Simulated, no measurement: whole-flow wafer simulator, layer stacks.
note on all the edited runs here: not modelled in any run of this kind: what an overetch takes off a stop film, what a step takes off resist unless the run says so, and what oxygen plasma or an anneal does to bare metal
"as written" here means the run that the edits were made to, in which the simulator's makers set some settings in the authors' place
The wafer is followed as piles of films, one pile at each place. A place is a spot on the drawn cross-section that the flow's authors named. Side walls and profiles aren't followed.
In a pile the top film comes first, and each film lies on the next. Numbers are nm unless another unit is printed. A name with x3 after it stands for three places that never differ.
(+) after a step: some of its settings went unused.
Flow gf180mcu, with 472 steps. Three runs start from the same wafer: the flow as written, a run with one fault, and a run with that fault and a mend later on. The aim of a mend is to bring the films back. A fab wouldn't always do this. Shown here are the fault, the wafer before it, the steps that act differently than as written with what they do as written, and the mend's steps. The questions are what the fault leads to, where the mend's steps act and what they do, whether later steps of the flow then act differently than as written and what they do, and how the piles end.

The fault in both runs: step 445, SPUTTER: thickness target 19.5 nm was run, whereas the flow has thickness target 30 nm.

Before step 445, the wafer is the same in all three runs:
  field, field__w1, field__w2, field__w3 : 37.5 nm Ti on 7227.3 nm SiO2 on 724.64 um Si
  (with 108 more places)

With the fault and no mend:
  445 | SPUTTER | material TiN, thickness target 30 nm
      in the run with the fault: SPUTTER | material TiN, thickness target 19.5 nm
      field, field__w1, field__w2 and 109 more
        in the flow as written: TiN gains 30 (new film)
        in the run with the fault: TiN gains 19.5 (new film)
  Steps further on in the flow that do not act as written (5 more steps, not shown, differ only slightly: by at most 2% or 0.5 nm, whichever is larger):
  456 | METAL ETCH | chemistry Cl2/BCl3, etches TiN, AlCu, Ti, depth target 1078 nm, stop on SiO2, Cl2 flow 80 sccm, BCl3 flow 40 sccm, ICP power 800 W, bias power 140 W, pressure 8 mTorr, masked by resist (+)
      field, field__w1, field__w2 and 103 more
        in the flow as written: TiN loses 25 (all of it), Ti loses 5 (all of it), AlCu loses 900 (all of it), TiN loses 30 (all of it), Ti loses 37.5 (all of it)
        in the run with the fault: TiN loses 25 (all of it), Ti loses 5 (all of it), AlCu loses 900 (all of it), TiN loses 19.5 (all of it), Ti loses 37.5 (all of it)
  At field__w8, contact, m1, m1__w1, pad, m1_nw, the piles at the end differ from the flow's by more than 2% or 0.5 nm, whichever is larger.
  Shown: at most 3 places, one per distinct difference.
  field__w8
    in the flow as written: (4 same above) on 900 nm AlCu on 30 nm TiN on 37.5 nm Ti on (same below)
    in the run with the fault: (4 same above) on 900 nm AlCu on 19.5 nm TiN on 37.5 nm Ti on (same below)
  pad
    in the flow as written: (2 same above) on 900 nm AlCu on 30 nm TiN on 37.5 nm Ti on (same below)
    in the run with the fault: (2 same above) on 900 nm AlCu on 19.5 nm TiN on 37.5 nm Ti on (same below)

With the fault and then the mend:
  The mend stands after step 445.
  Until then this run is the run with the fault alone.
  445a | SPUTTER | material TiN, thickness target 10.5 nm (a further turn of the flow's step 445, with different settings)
      field, field__w1, field__w2 and 109 more
        TiN gains 10.5
  None of the later steps of the flow acts differently than as written at any place that is followed.
  By the end, the piles equal the flow's at every place that both follow.
